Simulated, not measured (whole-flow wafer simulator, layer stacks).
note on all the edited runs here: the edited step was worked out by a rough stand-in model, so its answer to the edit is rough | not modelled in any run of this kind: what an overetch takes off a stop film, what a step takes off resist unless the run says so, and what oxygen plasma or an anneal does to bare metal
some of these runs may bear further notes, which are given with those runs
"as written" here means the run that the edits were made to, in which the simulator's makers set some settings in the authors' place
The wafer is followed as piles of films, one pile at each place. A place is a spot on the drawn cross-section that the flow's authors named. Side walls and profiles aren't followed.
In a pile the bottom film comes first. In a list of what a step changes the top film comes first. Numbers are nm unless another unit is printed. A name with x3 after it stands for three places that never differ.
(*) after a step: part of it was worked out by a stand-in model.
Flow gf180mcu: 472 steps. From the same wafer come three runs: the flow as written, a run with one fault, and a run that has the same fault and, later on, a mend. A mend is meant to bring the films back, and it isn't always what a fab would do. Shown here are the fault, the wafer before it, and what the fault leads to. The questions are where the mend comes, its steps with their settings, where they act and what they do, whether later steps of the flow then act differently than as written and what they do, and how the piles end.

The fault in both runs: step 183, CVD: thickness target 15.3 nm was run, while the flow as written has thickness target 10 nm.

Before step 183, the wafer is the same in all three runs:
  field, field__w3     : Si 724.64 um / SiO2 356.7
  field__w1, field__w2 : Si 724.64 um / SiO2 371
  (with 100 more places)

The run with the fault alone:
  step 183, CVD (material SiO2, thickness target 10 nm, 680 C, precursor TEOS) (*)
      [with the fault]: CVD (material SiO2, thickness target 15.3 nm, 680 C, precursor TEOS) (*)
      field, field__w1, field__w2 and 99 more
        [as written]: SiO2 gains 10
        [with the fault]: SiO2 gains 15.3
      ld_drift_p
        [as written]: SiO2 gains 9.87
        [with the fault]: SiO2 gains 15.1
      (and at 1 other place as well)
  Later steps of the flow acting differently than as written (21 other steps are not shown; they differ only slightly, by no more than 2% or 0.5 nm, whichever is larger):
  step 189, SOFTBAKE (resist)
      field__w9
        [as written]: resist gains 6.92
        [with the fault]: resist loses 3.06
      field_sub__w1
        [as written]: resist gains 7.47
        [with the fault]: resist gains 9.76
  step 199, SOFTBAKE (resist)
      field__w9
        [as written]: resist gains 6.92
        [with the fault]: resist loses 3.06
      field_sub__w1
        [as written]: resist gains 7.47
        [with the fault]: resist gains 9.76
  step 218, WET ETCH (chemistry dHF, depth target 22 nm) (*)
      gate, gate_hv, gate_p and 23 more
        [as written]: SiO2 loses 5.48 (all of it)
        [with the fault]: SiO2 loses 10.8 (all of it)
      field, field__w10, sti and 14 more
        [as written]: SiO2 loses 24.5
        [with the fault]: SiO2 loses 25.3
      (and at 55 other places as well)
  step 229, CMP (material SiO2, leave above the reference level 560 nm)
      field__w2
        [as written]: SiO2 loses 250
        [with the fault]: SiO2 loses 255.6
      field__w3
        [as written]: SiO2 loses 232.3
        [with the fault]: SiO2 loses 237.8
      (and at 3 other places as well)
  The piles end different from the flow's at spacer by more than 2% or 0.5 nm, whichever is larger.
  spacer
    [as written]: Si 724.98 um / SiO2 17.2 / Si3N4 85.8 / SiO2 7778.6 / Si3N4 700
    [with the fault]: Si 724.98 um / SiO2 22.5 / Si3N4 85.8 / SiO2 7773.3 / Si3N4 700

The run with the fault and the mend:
  The mend follows step 183.
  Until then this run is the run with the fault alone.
  step 183a, WET ETCH (chemistry dHF, depth target 5.3 nm, 25 C, dilution 100:1) (the flow's step 17, run once more with other settings)
      field, field__w1, field__w2 and 101 more
        SiO2 loses 5.3
  Later steps of the flow that are run all act as written at every place that is followed, up to a difference of at most 2% or 0.5 nm, whichever is larger.
  The piles end only slightly different from the flow's at the places that both follow, by no more than 2% or 0.5 nm, whichever is larger.
